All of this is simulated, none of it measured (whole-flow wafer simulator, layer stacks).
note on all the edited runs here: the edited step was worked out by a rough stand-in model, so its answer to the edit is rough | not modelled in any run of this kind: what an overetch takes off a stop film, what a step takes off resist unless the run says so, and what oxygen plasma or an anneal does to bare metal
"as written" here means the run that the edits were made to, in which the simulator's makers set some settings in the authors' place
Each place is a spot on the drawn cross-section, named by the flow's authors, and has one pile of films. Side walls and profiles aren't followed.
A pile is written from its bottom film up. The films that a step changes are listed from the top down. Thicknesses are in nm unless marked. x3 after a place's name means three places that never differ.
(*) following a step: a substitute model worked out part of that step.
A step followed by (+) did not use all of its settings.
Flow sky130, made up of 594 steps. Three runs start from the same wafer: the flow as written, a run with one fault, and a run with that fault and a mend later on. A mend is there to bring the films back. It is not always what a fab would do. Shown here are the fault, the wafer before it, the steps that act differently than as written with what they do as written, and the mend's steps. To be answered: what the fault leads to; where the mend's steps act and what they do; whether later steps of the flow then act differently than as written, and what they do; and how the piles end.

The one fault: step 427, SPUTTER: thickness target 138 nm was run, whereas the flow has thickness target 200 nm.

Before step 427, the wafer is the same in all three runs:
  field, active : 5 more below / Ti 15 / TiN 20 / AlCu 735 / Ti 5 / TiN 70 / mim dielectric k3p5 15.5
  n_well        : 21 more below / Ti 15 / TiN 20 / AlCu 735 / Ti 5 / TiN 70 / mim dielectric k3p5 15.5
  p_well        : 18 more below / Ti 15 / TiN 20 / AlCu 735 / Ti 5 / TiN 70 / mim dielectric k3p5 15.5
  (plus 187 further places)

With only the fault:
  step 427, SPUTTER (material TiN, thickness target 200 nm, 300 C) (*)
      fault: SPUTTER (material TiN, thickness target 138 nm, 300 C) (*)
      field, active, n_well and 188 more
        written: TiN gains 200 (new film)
        fault: TiN gains 138 (new film)
  Steps further on in the flow that do not act as written (not shown: 3 more steps that differ only slightly, by at most 2% or 0.5 nm, whichever is larger):
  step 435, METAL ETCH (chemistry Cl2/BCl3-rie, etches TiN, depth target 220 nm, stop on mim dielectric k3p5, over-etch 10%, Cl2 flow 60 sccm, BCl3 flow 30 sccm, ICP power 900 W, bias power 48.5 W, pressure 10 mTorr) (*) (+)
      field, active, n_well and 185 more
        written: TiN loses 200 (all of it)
        fault: TiN loses 138 (all of it)
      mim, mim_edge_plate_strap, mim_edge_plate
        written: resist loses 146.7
        fault: resist loses 101.2
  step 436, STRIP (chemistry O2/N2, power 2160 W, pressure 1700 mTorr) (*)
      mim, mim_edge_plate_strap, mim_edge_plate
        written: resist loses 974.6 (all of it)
        fault: resist loses 1020.1 (all of it)
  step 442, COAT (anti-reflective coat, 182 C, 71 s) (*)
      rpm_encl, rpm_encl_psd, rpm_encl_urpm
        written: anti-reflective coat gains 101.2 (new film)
        fault: anti-reflective coat gains 103.4 (new film)
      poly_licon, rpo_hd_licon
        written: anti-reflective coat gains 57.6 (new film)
        fault: anti-reflective coat gains 74.3 (new film)
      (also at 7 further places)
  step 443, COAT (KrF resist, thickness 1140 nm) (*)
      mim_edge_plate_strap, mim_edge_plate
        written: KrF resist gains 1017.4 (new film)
        fault: KrF resist gains 1079.4 (new film)
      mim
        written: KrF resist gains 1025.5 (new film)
        fault: KrF resist gains 1079.2 (new film)
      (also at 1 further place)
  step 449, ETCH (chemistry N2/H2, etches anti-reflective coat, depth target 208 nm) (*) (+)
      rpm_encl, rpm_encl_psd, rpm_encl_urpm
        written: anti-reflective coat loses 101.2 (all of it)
        fault: anti-reflective coat loses 103.4 (all of it)
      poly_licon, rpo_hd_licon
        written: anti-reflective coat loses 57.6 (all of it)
        fault: anti-reflective coat loses 74.3 (all of it)
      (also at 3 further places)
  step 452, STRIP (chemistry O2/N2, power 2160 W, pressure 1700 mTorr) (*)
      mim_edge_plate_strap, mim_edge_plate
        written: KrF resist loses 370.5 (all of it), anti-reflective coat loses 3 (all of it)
        fault: KrF resist loses 432.4 (all of it), anti-reflective coat loses 3 (all of it)
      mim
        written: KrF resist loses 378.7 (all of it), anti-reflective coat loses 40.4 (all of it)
        fault: KrF resist loses 432.2 (all of it), anti-reflective coat loses 29.8 (all of it)
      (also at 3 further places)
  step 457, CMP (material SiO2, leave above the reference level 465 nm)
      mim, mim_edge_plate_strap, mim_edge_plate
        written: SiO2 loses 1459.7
        fault: SiO2 loses 1397.7
  By the end, the piles at mim, mim_edge_plate_strap, mim_edge_plate depart from the flow's by more than 2% or 0.5 nm, whichever is larger.
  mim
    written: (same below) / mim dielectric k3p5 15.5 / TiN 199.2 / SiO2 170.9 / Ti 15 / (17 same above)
    fault: (same below) / mim dielectric k3p5 15.5 / TiN 137.2 / SiO2 232.9 / Ti 15 / (17 same above)
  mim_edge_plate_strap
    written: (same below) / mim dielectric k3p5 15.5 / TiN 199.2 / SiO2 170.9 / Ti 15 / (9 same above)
    fault: (same below) / mim dielectric k3p5 15.5 / TiN 137.2 / SiO2 232.9 / Ti 15 / (9 same above)
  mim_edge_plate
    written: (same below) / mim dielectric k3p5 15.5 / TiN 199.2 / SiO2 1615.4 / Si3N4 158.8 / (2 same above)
    fault: (same below) / mim dielectric k3p5 15.5 / TiN 137.2 / SiO2 1677.4 / Si3N4 158.8 / (2 same above)

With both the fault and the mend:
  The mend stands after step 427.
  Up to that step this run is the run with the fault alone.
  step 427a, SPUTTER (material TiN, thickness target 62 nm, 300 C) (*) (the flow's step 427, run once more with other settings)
      field, active, n_well and 188 more
        TiN gains 62
  None of the later steps of the flow acts differently than as written at any place that is followed.
  By the end, the piles equal the flow's at every place that both follow.
